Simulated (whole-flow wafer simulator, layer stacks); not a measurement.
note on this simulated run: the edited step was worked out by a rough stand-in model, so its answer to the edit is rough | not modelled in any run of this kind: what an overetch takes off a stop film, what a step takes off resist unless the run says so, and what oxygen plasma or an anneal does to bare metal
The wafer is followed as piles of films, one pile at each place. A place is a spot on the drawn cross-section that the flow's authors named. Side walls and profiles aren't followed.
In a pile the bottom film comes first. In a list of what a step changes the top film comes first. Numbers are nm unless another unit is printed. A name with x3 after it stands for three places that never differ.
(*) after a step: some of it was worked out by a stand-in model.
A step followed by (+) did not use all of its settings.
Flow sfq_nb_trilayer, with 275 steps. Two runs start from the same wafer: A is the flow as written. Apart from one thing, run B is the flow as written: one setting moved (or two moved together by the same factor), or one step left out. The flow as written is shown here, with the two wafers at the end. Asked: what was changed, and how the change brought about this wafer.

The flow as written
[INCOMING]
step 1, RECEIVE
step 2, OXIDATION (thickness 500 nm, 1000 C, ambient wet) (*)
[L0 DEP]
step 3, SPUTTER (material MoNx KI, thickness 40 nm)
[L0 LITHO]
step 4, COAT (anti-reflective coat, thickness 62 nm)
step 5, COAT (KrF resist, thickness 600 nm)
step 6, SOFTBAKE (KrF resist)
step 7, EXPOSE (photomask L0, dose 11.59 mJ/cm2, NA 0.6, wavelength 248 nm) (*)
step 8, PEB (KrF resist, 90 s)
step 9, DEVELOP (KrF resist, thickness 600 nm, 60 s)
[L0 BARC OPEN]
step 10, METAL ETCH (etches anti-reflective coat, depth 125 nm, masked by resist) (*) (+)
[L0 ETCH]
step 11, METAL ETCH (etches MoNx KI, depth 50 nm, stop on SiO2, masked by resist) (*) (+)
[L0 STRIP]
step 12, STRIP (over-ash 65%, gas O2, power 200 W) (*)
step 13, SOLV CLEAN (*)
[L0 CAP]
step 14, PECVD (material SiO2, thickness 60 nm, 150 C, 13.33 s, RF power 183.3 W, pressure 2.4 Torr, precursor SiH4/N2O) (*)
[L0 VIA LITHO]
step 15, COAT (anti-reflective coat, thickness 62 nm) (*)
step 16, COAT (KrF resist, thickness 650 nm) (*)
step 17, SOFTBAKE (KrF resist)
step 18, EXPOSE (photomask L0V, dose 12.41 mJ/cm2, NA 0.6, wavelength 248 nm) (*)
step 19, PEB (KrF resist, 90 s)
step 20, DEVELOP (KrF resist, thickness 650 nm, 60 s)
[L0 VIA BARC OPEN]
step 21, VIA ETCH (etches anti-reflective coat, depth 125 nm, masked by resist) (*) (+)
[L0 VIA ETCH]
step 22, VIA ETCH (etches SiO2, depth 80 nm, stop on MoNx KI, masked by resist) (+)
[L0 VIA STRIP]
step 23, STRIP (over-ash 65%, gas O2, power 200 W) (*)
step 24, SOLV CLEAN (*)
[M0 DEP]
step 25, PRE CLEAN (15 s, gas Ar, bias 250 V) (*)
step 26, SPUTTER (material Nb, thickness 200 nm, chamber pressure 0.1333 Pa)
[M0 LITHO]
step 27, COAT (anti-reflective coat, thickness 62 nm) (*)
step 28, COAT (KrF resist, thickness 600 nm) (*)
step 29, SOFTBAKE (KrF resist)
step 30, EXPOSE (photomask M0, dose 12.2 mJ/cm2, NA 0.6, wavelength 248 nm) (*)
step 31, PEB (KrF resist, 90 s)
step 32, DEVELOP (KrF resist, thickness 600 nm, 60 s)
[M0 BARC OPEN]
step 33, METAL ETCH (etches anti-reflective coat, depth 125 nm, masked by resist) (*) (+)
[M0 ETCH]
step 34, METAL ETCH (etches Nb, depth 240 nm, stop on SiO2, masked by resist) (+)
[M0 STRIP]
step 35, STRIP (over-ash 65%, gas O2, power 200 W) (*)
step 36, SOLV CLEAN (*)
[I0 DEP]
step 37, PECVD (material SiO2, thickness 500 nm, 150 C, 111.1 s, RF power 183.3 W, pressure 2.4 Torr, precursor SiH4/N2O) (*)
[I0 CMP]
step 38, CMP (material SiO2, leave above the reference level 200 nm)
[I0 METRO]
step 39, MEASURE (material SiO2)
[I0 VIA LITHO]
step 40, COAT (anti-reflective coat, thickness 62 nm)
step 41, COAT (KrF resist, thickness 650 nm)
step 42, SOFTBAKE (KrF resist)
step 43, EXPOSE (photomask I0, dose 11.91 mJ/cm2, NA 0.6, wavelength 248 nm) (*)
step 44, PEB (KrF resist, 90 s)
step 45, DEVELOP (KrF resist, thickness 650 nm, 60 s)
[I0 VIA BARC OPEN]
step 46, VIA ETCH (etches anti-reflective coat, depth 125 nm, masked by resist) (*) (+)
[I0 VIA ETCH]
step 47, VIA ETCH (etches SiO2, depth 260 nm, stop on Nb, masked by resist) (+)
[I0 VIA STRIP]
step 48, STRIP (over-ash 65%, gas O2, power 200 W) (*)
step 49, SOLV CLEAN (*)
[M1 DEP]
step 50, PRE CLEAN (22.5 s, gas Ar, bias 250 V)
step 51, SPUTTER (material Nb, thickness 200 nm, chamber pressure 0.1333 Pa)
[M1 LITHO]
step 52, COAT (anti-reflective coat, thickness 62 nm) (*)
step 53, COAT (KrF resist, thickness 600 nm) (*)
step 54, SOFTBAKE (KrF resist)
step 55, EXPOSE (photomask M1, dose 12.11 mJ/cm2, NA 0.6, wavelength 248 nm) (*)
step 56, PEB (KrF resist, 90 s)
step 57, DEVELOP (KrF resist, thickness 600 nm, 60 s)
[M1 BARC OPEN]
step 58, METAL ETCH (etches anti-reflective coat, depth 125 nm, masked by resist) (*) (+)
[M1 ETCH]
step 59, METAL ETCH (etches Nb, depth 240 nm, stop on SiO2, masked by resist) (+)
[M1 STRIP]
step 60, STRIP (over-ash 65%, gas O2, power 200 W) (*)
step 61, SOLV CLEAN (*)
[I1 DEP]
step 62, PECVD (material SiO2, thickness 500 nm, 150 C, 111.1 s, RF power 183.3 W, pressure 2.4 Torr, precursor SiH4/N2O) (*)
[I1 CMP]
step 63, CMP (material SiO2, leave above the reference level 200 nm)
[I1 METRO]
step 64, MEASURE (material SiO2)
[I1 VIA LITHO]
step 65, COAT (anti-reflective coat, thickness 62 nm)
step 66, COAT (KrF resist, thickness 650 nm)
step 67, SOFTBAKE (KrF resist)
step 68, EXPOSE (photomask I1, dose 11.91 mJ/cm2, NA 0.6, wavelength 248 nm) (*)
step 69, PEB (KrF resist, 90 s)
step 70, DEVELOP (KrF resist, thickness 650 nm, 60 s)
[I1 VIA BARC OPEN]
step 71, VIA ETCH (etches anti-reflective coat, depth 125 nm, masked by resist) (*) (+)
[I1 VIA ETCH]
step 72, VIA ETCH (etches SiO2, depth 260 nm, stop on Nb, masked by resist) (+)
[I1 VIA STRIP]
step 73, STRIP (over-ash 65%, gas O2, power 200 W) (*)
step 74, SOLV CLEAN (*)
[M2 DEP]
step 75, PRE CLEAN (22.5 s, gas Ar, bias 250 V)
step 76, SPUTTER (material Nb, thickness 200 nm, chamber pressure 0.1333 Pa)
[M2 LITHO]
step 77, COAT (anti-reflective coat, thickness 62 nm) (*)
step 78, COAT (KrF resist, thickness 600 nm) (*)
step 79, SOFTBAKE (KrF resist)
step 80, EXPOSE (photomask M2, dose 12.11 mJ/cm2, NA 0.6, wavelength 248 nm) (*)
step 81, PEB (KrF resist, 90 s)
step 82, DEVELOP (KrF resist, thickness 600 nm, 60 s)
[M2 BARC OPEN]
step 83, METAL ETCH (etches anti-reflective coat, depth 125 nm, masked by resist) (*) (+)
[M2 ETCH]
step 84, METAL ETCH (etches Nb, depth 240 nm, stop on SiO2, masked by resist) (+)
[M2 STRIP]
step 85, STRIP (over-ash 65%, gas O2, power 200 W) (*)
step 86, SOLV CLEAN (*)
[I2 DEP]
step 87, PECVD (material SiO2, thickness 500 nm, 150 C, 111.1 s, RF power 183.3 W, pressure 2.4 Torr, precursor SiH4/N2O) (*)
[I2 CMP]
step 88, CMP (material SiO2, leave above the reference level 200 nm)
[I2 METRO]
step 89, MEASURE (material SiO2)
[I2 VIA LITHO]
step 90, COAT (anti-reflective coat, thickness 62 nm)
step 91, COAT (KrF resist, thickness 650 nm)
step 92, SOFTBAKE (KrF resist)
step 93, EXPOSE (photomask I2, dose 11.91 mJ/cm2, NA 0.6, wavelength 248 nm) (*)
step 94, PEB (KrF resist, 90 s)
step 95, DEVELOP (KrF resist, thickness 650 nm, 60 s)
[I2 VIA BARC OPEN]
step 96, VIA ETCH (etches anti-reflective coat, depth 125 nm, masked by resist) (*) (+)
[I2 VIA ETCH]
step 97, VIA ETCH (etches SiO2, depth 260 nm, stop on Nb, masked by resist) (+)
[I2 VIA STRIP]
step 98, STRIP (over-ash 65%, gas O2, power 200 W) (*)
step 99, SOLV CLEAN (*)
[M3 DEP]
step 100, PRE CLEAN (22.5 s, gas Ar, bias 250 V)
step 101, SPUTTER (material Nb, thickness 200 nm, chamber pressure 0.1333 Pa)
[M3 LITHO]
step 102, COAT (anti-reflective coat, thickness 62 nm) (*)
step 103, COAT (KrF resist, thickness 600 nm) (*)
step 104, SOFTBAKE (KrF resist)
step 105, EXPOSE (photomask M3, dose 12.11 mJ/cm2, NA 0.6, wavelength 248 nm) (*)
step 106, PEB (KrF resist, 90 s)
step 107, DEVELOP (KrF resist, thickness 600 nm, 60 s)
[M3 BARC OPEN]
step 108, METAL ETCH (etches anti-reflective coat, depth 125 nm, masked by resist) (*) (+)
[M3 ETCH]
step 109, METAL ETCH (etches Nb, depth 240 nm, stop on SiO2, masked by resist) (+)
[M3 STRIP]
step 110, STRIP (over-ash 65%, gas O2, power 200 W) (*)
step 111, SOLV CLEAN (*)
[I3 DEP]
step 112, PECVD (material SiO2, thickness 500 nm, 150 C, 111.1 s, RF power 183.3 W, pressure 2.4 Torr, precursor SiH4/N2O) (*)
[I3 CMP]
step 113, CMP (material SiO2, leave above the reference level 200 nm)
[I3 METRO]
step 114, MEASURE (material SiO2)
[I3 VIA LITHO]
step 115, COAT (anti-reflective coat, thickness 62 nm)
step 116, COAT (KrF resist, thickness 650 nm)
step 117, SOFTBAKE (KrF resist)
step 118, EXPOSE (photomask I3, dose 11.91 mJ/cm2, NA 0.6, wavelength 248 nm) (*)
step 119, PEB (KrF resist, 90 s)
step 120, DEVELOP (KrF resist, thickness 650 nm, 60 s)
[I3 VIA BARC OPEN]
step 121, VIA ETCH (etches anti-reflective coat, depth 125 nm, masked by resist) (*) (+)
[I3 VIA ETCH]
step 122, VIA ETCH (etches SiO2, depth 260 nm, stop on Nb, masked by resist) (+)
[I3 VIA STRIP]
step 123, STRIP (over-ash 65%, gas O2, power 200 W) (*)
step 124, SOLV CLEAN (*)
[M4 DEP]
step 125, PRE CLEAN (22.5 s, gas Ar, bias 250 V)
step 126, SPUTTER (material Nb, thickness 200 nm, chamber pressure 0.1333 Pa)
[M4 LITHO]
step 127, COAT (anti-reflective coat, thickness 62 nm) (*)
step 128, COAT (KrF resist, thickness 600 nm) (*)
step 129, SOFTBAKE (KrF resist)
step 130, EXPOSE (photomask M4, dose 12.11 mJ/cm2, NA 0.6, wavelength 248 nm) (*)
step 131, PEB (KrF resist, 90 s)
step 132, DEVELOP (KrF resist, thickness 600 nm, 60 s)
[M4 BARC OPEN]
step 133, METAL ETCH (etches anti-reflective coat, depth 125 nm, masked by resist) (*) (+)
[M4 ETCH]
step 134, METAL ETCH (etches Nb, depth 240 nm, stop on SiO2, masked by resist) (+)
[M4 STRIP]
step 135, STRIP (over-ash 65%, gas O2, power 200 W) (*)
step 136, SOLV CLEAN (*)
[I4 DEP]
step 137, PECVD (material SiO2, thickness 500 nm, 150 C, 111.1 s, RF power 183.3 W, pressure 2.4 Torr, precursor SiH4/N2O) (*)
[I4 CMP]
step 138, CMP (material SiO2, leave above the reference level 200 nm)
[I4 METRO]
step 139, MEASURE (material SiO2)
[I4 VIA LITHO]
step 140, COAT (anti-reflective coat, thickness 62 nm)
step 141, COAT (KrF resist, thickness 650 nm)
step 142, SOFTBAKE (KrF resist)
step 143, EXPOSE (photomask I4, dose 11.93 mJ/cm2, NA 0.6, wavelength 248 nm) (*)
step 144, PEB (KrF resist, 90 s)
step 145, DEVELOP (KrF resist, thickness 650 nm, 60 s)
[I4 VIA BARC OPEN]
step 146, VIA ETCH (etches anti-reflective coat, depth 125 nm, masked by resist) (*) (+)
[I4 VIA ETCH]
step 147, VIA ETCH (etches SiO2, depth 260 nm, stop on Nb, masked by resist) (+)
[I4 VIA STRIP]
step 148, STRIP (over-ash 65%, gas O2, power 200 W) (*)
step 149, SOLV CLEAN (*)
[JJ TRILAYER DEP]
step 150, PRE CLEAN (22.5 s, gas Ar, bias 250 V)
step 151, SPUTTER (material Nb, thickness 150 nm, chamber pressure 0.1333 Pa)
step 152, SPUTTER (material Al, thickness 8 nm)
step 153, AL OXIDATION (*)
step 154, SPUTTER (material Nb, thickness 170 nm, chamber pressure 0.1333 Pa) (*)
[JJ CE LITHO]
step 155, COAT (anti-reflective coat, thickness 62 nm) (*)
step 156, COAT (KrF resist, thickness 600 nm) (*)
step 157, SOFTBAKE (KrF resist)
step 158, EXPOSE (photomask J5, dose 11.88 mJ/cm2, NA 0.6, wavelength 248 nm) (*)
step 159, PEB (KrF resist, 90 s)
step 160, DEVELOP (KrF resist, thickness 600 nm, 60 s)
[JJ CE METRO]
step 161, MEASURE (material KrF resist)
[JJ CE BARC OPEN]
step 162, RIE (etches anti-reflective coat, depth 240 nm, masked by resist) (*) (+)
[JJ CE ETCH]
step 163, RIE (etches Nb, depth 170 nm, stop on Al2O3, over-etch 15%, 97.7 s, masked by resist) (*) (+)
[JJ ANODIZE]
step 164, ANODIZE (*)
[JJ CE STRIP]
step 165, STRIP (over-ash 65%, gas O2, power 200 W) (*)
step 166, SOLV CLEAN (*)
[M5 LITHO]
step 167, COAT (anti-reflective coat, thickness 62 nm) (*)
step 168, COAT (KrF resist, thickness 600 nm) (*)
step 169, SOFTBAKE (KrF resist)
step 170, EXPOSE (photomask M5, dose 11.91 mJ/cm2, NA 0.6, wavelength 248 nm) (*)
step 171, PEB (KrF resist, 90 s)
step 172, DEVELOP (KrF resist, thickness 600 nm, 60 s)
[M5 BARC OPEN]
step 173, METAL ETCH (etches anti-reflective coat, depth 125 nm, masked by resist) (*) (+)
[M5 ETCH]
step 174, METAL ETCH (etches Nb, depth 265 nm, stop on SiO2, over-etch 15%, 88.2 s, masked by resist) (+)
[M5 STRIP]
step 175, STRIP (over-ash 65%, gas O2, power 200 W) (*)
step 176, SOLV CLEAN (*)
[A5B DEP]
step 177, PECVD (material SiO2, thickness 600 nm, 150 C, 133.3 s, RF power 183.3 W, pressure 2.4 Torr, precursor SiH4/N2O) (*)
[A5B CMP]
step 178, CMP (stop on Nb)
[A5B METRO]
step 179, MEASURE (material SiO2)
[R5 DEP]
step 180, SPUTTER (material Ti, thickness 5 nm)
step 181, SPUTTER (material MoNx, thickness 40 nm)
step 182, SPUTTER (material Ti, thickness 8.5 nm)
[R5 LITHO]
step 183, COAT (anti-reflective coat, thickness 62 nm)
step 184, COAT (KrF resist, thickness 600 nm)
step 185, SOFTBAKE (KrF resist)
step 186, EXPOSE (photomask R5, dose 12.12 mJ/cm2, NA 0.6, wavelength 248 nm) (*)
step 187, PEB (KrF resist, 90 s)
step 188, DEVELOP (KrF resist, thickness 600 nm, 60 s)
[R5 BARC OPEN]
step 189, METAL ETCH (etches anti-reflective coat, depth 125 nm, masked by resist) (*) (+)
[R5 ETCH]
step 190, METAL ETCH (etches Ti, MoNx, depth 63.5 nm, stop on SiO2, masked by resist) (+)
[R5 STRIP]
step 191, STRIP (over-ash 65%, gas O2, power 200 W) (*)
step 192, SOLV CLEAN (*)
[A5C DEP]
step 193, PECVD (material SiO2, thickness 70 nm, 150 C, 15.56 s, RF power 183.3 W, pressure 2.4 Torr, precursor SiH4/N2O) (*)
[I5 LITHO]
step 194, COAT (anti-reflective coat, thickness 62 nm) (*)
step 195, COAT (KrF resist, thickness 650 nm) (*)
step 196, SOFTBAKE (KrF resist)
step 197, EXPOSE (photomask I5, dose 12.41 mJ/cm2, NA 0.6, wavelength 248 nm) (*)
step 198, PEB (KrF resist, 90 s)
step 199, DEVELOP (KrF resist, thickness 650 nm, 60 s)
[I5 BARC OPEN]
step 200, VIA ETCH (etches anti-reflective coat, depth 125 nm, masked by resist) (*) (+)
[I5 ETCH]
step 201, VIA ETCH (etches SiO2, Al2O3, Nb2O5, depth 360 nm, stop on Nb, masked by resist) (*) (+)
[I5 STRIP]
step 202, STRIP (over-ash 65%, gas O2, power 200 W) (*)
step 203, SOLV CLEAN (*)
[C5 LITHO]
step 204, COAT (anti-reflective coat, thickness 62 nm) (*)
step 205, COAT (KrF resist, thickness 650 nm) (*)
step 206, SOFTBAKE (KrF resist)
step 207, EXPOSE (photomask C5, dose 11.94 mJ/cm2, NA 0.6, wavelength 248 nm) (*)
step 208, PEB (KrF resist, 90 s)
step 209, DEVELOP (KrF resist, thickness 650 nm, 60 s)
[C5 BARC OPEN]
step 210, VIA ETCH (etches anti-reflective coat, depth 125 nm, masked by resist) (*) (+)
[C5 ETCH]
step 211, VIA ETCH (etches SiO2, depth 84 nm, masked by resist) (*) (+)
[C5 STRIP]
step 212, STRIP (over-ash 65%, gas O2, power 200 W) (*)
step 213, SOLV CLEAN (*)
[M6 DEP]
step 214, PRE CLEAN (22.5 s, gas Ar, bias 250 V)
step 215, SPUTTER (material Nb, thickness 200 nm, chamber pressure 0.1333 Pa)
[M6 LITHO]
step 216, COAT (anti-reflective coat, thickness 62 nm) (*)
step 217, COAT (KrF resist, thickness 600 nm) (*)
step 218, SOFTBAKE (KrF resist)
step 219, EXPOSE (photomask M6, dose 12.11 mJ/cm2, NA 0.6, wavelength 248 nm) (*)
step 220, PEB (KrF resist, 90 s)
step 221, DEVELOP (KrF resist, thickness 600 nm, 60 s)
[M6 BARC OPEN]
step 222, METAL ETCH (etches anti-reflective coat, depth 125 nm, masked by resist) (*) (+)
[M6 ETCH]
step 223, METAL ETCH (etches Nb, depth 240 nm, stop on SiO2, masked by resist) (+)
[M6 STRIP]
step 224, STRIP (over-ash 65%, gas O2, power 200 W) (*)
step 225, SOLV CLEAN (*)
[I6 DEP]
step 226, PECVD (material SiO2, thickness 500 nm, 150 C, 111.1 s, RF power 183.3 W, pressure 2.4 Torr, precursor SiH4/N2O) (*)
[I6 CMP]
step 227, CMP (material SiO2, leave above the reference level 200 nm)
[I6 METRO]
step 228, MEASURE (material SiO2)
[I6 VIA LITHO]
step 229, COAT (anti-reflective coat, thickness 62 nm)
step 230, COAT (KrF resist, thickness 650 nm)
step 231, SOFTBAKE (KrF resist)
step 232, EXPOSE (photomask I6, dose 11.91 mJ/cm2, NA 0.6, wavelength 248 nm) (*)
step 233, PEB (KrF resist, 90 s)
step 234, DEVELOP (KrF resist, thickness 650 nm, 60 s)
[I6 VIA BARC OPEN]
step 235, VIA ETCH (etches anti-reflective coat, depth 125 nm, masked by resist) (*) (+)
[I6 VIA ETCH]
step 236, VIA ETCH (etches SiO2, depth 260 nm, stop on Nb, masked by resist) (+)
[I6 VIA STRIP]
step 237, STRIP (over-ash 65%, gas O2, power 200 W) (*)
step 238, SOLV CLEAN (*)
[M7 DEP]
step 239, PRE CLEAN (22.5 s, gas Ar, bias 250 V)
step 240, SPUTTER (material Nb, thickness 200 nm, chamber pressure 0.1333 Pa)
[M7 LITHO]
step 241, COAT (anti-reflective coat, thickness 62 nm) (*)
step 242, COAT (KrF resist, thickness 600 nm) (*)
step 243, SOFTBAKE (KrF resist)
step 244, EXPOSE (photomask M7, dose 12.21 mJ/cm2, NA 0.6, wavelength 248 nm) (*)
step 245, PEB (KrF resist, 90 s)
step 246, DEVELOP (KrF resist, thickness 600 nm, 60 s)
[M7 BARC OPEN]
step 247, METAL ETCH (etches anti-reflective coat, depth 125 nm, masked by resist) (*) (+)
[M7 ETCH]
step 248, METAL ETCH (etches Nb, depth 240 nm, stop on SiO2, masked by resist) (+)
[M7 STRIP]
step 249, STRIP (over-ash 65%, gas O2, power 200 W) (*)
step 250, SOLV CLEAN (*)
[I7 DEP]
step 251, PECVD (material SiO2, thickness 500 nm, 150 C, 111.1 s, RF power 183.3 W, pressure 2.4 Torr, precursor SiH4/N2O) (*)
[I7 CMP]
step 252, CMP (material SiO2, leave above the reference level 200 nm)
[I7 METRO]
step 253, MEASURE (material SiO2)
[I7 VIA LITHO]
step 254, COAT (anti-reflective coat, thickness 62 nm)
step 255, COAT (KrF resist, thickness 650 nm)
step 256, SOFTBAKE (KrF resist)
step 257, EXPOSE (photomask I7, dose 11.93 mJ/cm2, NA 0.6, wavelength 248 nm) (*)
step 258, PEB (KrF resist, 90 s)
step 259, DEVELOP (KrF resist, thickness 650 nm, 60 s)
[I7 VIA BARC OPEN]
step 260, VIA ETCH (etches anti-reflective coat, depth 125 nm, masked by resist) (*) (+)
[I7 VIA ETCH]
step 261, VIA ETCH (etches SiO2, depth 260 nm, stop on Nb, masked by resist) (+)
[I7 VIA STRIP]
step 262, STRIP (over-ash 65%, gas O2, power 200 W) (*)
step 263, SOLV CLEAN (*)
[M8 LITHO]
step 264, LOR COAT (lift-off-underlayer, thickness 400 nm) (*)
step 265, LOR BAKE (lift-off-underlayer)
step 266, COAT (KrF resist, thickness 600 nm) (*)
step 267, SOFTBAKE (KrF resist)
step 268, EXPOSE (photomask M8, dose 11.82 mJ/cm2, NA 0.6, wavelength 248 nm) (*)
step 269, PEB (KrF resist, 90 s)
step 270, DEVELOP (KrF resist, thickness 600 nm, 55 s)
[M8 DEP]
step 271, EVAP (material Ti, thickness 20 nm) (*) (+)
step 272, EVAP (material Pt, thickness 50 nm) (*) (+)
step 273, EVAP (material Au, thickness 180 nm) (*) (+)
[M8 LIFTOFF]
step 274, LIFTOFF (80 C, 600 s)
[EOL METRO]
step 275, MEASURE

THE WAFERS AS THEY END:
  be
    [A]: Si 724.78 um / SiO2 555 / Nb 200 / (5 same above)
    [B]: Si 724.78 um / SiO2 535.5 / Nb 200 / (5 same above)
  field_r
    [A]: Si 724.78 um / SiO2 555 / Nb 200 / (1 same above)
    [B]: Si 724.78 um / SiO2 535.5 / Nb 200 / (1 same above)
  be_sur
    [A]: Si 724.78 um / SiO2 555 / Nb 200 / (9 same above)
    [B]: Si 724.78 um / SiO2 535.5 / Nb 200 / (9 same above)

The reason: step 14, PECVD: thickness 40.5 nm was run, whereas the flow has thickness 60 nm; step 14, PECVD: 9 s was run, where the flow has 13.33 s.

How this came from the change, step by step:
  step 14, PECVD (material SiO2, thickness 60 nm, 150 C, 13.33 s, RF power 183.3 W, pressure 2.4 Torr, precursor SiH4/N2O) (*)
      v_sur, via_wl, via_w and 97 more: A SiO2 gains 60 | B SiO2 gains 40.5
      field_l, l0_sur, l0v, l0r_line_l, l0r_line_c, l0r_line_r: A SiO2 gains 60 (new film) | B SiO2 gains 40.5 (new film)
  step 22, VIA ETCH (etches SiO2, depth 80 nm, stop on MoNx KI, masked by resist) (+)
      field_l, v_sur, via_wl and 102 more: A KrF resist loses 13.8 | B KrF resist loses 10.4
      l0v: A SiO2 loses 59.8 (all of it) | B SiO2 loses 40.3 (all of it)
  step 26, SPUTTER (material Nb, thickness 200 nm, chamber pressure 0.1333 Pa)
      l0v: A Nb gains 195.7 (new film) | B Nb gains 200 (new film)
  step 27, COAT (anti-reflective coat, thickness 62 nm) (*)
      l0_sur: A anti-reflective coat gains 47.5 (new film) | B anti-reflective coat gains 49.6 (new film)
      l0v: A anti-reflective coat gains 78 (new film) | B anti-reflective coat gains 71.6 (new film)
  step 28, COAT (KrF resist, thickness 600 nm) (*)
      l0v: A KrF resist gains 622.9 (new film) | B KrF resist gains 610.2 (new film)
  step 35, STRIP (over-ash 65%, gas O2, power 200 W) (*)
      l0_sur: A KrF resist loses 372 (all of it), anti-reflective coat loses 47.5 (all of it) | B KrF resist loses 373.3 (all of it), anti-reflective coat loses 49.6 (all of it)
      l0v: A KrF resist loses 405.3 (all of it), anti-reflective coat loses 78 (all of it) | B KrF resist loses 392.6 (all of it), anti-reflective coat loses 71.6 (all of it)
  step 38, CMP (material SiO2, leave above the reference level 200 nm)
      l0v: A SiO2 loses 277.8 | B SiO2 loses 301.6
